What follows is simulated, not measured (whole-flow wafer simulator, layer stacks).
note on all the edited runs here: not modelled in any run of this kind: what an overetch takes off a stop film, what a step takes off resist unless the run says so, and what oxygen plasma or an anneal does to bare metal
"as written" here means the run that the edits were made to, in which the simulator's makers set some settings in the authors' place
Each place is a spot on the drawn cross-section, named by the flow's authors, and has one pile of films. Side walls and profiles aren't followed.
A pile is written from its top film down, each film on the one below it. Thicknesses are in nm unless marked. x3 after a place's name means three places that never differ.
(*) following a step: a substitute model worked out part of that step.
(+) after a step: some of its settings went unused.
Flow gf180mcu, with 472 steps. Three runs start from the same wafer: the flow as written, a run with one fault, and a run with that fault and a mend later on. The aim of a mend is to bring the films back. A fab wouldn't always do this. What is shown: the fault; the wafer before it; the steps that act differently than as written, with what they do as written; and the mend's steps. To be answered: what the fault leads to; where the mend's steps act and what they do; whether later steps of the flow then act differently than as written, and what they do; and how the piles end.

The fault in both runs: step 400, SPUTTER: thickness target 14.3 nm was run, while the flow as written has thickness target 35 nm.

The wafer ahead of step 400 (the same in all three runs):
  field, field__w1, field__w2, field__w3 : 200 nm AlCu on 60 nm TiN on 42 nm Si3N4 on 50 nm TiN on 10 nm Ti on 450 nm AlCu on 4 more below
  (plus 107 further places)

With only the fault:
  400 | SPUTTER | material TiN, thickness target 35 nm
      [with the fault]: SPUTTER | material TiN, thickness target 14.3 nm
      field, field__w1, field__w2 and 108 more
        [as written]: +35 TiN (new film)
        [with the fault]: +14.3 TiN (new film)
  Later steps of the flow acting differently than as written (6 more steps, not shown, differ only slightly: by at most 2% or 0.5 nm, whichever is larger):
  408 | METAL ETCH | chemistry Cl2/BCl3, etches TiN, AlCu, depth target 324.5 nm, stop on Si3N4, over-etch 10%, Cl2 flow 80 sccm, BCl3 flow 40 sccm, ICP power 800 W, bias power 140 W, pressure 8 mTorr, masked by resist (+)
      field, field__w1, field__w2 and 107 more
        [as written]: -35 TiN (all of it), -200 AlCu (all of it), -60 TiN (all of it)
        [with the fault]: -14.3 TiN (all of it), -200 AlCu (all of it), -60 TiN (all of it)
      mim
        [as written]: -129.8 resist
        [with the fault]: -120.7 resist
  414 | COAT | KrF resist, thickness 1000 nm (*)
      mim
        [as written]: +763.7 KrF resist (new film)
        [with the fault]: +779.5 KrF resist (new film)
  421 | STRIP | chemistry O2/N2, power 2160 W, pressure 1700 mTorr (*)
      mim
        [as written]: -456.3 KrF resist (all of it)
        [with the fault]: -471.8 KrF resist (all of it)
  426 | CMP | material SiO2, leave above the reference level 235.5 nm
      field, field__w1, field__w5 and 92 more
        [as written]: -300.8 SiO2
        [with the fault]: -321.5 SiO2
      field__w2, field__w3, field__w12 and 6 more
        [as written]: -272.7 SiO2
        [with the fault]: -293.4 SiO2
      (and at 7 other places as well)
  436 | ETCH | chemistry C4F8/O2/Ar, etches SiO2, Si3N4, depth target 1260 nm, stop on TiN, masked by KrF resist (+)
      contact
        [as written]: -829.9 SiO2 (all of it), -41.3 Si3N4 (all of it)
        [with the fault]: -809.2 SiO2 (all of it), -41.3 Si3N4 (all of it)
  The piles end different from the flow's at field__w8, contact, m1, m1__w1, mim, m1_nw by more than 2% or 0.5 nm, whichever is larger.
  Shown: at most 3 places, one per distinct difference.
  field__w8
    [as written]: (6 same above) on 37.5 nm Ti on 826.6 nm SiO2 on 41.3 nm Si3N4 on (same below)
    [with the fault]: (6 same above) on 37.5 nm Ti on 805.9 nm SiO2 on 41.3 nm Si3N4 on (same below)
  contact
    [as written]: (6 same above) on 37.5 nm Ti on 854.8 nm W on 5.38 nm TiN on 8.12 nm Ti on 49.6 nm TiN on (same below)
    [with the fault]: (6 same above) on 37.5 nm Ti on 833.9 nm W on 5.45 nm TiN on 8.22 nm Ti on 49.6 nm TiN on (same below)
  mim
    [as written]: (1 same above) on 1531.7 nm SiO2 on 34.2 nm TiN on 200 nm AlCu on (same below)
    [with the fault]: (1 same above) on 1531.7 nm SiO2 on 13.5 nm TiN on 200 nm AlCu on (same below)

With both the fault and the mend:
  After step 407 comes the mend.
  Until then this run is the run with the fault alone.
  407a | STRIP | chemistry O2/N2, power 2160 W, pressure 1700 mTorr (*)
      mim
        -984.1 resist (all of it)
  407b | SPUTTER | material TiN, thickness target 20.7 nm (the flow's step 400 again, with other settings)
      field, field__w1, field__w2 and 108 more
        +20.7 TiN
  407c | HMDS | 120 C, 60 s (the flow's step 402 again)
      does not change any film at any place that is followed
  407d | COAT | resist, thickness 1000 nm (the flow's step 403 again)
      field, field__w1, field__w2 and 108 more
        +1000 resist (new film)
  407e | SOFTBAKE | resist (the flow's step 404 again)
      does not change any film at any place that is followed
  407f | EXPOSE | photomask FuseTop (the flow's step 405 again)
      does not change any film at any place that is followed
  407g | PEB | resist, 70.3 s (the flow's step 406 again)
      field, field__w1, field__w2 and 108 more
        -15.9 resist
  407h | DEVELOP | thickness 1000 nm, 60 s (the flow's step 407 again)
      field, field__w1, field__w2 and 107 more
        -984.1 resist (all of it)
  Later steps of the flow that are run all act as written at every place that is followed.
  By the end, the piles equal the flow's at every place that both follow.
